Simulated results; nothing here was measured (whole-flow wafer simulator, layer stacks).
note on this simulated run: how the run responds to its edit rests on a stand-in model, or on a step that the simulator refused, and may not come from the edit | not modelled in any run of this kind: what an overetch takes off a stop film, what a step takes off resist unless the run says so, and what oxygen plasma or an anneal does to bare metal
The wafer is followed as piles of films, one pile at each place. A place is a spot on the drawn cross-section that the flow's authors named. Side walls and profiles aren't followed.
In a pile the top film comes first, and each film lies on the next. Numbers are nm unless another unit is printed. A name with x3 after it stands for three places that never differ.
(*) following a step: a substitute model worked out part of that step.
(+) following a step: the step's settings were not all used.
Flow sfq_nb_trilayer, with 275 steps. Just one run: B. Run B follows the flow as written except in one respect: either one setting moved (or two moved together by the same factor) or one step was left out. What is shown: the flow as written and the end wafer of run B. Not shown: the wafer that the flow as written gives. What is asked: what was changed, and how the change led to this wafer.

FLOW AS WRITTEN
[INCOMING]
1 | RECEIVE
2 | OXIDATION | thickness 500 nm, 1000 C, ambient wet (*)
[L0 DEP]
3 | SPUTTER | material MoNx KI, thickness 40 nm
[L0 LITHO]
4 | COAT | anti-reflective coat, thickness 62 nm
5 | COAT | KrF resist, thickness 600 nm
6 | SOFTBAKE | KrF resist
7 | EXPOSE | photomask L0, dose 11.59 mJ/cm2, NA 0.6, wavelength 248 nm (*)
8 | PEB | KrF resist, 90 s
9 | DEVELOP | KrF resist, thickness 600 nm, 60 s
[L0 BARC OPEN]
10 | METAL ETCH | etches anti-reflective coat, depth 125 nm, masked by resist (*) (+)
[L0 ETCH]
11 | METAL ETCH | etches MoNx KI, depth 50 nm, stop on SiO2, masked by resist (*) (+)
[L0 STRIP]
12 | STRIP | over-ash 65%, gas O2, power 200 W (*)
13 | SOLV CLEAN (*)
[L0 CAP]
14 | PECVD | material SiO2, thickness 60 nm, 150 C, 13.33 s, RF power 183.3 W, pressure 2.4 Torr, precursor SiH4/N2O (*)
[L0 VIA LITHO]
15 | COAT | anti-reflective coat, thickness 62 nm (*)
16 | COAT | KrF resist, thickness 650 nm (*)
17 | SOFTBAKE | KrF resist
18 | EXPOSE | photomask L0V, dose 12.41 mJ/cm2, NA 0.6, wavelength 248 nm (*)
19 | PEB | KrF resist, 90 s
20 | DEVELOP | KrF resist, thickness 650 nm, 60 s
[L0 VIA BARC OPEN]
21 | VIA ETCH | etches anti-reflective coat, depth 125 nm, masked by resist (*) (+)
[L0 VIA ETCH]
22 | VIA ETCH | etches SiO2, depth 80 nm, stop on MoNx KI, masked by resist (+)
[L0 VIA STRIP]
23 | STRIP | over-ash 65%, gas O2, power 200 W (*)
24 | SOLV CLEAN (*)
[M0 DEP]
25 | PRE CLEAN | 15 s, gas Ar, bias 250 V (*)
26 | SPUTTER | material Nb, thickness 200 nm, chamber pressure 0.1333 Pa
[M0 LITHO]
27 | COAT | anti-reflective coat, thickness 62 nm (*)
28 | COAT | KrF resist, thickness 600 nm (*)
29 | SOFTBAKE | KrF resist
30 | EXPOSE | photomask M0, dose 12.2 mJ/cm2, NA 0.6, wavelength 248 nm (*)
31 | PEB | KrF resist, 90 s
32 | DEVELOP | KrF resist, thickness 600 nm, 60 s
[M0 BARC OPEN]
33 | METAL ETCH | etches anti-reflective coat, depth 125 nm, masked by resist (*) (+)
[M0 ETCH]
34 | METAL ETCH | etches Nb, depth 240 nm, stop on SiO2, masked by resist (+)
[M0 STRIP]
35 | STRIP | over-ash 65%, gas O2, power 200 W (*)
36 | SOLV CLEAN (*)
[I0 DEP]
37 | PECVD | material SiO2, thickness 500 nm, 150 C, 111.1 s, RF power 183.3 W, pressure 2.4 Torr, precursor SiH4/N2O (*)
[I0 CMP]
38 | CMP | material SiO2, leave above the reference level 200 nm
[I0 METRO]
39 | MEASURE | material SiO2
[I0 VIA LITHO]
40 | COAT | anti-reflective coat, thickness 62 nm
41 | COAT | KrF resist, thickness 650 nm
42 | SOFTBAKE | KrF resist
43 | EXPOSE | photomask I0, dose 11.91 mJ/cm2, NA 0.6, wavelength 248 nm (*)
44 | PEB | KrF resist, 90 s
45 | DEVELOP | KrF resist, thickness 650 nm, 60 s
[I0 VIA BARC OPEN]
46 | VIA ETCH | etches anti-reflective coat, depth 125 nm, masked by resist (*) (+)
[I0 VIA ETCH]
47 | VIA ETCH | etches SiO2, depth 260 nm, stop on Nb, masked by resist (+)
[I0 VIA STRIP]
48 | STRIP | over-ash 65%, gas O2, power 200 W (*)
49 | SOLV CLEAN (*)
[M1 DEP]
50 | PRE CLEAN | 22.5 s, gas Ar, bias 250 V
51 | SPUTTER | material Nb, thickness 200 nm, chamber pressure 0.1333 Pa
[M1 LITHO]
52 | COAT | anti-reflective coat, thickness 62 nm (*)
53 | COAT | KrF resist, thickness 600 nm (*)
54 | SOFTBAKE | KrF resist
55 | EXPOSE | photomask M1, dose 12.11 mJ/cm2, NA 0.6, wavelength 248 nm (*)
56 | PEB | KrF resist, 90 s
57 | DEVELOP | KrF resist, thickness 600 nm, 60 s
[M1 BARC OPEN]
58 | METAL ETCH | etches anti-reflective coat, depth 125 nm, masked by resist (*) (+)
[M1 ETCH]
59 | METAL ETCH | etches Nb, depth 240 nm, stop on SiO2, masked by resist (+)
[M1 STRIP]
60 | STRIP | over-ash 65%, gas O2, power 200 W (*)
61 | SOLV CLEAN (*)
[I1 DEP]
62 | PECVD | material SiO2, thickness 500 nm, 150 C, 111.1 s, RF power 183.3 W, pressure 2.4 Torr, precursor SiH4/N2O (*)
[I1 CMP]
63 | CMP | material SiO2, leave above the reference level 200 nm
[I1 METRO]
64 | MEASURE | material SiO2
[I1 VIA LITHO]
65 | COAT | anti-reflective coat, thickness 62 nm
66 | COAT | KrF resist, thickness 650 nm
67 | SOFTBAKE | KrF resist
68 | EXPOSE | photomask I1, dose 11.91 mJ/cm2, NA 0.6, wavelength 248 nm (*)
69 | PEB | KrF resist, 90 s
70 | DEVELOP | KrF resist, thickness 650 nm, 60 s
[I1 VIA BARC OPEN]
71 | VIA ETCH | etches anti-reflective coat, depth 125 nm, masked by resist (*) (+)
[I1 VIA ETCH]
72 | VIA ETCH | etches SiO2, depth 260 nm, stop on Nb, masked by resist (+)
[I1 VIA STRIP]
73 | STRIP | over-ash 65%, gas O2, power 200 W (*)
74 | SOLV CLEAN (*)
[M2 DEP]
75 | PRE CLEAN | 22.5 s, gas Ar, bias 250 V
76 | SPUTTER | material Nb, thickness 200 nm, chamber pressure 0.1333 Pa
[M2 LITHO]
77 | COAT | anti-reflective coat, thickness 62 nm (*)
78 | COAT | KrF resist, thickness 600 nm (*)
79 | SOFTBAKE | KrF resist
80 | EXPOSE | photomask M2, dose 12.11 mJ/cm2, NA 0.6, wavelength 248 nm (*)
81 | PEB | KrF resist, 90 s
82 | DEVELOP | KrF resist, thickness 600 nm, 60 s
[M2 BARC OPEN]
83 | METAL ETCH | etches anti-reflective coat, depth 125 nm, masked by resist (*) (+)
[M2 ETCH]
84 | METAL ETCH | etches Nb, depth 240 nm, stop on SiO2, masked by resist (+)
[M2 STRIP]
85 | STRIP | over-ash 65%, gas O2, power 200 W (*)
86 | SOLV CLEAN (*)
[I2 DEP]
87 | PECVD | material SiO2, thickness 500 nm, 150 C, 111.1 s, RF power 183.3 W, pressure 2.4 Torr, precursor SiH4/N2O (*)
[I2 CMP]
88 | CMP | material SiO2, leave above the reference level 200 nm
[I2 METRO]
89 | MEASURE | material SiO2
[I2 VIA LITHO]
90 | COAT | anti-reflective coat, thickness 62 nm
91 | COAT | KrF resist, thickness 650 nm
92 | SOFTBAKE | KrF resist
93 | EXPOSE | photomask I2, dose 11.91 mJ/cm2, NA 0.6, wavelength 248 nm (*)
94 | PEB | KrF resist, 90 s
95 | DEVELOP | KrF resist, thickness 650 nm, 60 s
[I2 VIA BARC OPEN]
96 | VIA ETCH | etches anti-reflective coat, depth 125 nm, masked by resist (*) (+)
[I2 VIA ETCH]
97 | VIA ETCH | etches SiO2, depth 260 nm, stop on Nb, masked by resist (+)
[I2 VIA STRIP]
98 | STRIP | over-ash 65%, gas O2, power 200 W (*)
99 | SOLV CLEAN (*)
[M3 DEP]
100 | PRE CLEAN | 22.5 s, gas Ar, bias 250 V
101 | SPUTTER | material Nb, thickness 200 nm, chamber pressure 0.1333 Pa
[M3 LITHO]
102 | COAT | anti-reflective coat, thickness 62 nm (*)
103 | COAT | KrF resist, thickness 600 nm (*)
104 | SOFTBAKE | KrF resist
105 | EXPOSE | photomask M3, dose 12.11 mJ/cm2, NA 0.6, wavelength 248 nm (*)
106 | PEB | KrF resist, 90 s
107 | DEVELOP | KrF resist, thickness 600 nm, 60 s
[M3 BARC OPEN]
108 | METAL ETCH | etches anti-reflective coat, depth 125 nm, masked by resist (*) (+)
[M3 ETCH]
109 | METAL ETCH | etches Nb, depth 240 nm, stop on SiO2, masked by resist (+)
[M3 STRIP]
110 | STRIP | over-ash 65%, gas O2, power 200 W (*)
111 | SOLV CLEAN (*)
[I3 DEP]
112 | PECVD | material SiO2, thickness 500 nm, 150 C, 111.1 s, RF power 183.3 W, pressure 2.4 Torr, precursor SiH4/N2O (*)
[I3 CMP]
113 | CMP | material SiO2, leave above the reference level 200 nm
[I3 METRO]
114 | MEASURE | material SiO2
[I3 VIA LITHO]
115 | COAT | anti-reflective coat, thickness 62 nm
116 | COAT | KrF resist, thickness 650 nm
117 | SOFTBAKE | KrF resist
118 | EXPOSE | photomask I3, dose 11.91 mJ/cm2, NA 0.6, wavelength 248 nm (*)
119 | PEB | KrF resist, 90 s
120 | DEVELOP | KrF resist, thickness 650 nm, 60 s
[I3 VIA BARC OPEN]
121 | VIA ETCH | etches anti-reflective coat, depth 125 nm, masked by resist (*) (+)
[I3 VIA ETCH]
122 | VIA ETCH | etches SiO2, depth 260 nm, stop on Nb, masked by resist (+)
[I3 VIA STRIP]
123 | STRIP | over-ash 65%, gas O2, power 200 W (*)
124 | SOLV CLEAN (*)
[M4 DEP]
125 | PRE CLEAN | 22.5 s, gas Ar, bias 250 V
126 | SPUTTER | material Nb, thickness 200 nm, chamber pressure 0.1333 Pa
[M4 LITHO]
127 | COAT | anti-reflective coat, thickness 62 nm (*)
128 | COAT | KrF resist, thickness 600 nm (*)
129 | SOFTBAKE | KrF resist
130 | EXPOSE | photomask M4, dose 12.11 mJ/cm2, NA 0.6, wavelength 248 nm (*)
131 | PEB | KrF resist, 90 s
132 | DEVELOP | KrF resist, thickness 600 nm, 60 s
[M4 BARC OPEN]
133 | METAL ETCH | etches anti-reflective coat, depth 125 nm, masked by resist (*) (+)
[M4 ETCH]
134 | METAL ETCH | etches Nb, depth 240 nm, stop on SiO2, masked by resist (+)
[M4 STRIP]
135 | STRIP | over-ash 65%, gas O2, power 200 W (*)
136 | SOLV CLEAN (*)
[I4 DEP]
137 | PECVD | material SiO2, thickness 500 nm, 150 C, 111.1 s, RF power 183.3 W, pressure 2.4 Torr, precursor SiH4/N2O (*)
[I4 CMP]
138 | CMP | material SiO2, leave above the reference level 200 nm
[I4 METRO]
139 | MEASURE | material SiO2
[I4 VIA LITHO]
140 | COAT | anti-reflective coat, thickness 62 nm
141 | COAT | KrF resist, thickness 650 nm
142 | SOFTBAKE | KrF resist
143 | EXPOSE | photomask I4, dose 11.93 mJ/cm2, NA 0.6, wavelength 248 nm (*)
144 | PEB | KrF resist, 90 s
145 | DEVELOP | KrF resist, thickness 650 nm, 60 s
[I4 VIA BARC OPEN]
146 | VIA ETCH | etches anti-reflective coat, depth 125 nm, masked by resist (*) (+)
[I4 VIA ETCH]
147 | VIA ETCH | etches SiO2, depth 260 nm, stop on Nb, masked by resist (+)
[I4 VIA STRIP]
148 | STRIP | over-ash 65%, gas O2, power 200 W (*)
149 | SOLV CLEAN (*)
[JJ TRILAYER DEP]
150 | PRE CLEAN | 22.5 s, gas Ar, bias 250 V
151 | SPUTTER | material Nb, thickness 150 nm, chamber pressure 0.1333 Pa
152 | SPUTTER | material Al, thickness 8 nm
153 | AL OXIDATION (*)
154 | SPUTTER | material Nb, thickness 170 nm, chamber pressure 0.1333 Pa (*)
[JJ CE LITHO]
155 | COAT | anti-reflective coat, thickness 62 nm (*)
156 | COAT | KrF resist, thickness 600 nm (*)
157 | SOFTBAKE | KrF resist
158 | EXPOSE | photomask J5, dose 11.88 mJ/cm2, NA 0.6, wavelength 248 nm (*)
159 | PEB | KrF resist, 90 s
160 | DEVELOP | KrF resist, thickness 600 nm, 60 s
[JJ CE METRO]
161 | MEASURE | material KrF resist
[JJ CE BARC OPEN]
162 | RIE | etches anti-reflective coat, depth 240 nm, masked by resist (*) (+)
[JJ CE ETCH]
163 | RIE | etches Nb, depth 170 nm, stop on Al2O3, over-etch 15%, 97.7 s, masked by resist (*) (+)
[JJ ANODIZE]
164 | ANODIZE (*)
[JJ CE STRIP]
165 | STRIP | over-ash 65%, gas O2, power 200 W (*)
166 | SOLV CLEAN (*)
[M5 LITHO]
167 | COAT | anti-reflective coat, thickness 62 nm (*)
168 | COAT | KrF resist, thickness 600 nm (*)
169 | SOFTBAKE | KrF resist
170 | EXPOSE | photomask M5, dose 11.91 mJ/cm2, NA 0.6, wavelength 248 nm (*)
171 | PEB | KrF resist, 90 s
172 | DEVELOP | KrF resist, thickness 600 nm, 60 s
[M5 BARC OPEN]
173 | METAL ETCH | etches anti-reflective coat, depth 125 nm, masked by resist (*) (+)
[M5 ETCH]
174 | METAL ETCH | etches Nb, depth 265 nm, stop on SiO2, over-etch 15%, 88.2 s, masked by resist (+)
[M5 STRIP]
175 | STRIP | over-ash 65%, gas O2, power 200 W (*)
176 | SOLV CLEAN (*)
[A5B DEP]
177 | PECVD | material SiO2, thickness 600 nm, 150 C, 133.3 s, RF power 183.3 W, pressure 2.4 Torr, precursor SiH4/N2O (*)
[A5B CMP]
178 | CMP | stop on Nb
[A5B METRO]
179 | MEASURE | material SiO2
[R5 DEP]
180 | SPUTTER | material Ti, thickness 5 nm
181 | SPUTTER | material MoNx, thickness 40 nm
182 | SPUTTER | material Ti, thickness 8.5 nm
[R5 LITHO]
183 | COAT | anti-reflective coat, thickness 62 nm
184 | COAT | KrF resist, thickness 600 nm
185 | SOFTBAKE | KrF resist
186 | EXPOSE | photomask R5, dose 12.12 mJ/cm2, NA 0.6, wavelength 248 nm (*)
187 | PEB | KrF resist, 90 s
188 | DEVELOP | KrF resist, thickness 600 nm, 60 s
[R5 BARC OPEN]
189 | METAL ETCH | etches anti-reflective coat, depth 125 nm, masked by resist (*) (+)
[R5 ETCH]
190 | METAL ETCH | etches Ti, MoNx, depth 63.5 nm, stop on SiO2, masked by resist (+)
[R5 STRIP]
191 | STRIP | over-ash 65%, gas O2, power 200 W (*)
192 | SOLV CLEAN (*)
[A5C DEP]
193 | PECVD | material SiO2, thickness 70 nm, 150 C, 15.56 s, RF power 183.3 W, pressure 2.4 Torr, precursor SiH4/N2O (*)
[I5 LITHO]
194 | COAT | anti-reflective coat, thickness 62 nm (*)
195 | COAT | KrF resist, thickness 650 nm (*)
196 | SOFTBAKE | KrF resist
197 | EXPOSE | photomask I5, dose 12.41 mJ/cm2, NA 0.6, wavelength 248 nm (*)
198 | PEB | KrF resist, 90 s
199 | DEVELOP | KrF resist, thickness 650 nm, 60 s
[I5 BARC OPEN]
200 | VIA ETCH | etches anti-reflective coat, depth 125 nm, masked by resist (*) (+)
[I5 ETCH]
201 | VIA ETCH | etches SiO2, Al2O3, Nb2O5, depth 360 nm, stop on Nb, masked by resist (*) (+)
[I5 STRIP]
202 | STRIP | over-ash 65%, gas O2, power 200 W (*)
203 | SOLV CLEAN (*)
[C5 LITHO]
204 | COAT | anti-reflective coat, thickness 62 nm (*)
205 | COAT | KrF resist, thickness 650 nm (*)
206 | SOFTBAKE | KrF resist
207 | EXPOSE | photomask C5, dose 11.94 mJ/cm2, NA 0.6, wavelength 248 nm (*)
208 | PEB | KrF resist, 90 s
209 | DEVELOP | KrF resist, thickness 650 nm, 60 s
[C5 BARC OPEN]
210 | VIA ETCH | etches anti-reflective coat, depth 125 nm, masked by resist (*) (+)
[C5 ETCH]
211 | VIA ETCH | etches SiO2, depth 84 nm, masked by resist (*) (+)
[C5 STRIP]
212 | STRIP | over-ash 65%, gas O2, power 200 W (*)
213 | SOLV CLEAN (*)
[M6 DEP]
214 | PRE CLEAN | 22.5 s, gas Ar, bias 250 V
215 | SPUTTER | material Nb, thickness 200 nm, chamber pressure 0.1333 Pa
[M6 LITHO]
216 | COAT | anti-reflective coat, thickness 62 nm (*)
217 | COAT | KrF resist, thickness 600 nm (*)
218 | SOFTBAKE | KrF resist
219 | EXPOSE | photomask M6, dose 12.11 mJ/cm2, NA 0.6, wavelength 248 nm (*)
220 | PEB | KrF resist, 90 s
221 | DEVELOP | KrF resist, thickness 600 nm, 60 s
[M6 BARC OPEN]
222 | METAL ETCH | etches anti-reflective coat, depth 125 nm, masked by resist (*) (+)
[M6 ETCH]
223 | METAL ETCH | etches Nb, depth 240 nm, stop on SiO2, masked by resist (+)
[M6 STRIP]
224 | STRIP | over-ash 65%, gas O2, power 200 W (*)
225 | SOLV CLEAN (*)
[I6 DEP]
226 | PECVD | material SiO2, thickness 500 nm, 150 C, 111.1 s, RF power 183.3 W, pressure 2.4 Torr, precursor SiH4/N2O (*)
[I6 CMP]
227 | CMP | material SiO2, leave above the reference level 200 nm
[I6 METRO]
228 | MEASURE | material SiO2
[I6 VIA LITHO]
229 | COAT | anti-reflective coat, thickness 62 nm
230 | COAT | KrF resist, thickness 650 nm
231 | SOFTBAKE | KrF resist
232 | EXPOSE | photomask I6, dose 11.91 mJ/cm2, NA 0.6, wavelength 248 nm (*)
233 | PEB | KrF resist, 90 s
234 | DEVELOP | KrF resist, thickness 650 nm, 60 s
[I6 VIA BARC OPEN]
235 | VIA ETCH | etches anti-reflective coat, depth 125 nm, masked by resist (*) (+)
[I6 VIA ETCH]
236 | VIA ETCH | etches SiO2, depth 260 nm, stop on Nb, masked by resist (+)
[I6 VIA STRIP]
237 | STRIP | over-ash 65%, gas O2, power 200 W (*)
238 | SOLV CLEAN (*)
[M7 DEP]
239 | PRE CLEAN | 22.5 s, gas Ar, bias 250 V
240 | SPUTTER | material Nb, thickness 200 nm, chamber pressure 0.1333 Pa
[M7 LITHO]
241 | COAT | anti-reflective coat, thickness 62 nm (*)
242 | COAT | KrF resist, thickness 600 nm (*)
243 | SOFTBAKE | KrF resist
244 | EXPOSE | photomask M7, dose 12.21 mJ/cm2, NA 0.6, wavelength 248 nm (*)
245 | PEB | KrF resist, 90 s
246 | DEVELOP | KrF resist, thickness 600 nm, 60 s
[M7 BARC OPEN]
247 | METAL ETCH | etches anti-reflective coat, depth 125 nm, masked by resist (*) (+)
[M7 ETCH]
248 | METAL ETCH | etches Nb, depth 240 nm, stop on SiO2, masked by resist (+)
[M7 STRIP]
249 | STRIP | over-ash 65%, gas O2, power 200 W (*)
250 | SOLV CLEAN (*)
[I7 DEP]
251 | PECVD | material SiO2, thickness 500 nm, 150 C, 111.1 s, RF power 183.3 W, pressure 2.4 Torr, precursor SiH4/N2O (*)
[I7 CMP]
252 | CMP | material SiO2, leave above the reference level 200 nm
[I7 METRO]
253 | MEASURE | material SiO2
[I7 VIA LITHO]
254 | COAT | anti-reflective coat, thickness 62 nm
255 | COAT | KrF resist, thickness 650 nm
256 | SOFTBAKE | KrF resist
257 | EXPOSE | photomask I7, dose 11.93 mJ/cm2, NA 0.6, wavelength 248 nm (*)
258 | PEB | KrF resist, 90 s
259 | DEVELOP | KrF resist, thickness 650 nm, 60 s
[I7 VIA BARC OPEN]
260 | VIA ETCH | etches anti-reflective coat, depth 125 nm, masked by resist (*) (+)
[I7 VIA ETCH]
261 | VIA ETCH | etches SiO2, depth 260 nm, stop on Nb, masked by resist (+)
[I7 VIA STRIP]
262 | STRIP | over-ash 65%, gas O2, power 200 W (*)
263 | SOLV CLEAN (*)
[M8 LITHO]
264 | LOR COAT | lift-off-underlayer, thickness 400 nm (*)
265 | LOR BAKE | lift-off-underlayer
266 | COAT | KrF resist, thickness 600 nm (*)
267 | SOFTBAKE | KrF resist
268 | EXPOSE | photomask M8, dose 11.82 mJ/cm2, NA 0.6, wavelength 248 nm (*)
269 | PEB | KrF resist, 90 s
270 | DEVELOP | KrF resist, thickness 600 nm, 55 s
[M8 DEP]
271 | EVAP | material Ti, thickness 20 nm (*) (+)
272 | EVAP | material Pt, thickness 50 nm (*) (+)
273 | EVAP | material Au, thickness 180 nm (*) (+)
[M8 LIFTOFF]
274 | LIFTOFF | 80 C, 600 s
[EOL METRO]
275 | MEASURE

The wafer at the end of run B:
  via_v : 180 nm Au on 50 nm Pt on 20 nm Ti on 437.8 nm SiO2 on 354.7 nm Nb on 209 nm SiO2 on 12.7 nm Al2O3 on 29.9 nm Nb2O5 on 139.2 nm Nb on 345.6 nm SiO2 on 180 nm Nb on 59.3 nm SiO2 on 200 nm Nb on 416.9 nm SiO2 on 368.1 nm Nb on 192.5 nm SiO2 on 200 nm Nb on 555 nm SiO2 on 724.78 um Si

What caused this: step 122, VIA ETCH: depth 133 nm was run, while the flow as written has depth 260 nm.

How this came from the change, step by step:
  122 | VIA ETCH | etches SiO2, depth 260 nm, stop on Nb, masked by resist (+)
      via_v: -133 SiO2 (in the flow as written it would be: -199.8 SiO2 (all of it))
      field_l, v_sur, via_wl and 102 more: -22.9 KrF resist (in the flow as written it would be: -44.8 KrF resist)
  123 | STRIP | over-ash 65%, gas O2, power 200 W (*)
      field_l, v_sur, via_wl and 102 more: -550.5 KrF resist (all of it), -62 anti-reflective coat (all of it) (in the flow as written it would be: -528.6 KrF resist (all of it), -62 anti-reflective coat (all of it))
  125 | PRE CLEAN | 22.5 s, gas Ar, bias 250 V
      via_v: -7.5 SiO2 (in the flow as written it would be: -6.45 Nb)
  126 | SPUTTER | material Nb, thickness 200 nm, chamber pressure 0.1333 Pa
      via_v: +180 Nb (new film) (in the flow as written it would be: +165.5 Nb)
  127 | COAT | anti-reflective coat, thickness 62 nm (*)
      via_sp: +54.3 anti-reflective coat (new film) (in the flow as written it would be: +53 anti-reflective coat (new film))
      via_v: +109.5 anti-reflective coat (new film) (in the flow as written it would be: +124.8 anti-reflective coat (new film))
      (as well as at 1 more place)
  128 | COAT | KrF resist, thickness 600 nm (*)
      via_v: +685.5 KrF resist (new film) (in the flow as written it would be: +739.8 KrF resist (new film))
  135 | STRIP | over-ash 65%, gas O2, power 200 W (*)
      via_sp: -378.4 KrF resist (all of it), -54.3 anti-reflective coat (all of it) (in the flow as written it would be: -373.9 KrF resist (all of it), -53 anti-reflective coat (all of it))
      via_v: -467.7 KrF resist (all of it), -109.5 anti-reflective coat (all of it) (in the flow as written it would be: -521.8 KrF resist (all of it), -124.8 anti-reflective coat (all of it))
      (as well as at 1 more place)
  137 | PECVD | material SiO2, thickness 500 nm, 150 C, 111.1 s, RF power 183.3 W, pressure 2.4 Torr, precursor SiH4/N2O (*)
      via_v: +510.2 SiO2 (new film) (in the flow as written it would be: +615 SiO2 (new film))
  138 | CMP | material SiO2, leave above the reference level 200 nm
      via_v: -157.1 SiO2 (in the flow as written it would be: -181.6 SiO2)
With metal films that touch counted as one body, via_v has 7 bodies (between them, from the top down: SiO2 437.8; SiO2 209 / Al2O3 12.7 / Nb2O5 29.9; SiO2 345.6; SiO2 59.3; SiO2 416.9; SiO2 192.5); the flow as written gives 6 bodies (between them, from the top down: SiO2 437.8; SiO2 209 / Al2O3 12.7 / Nb2O5 29.9; SiO2 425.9; SiO2 416.9; SiO2 192.5).
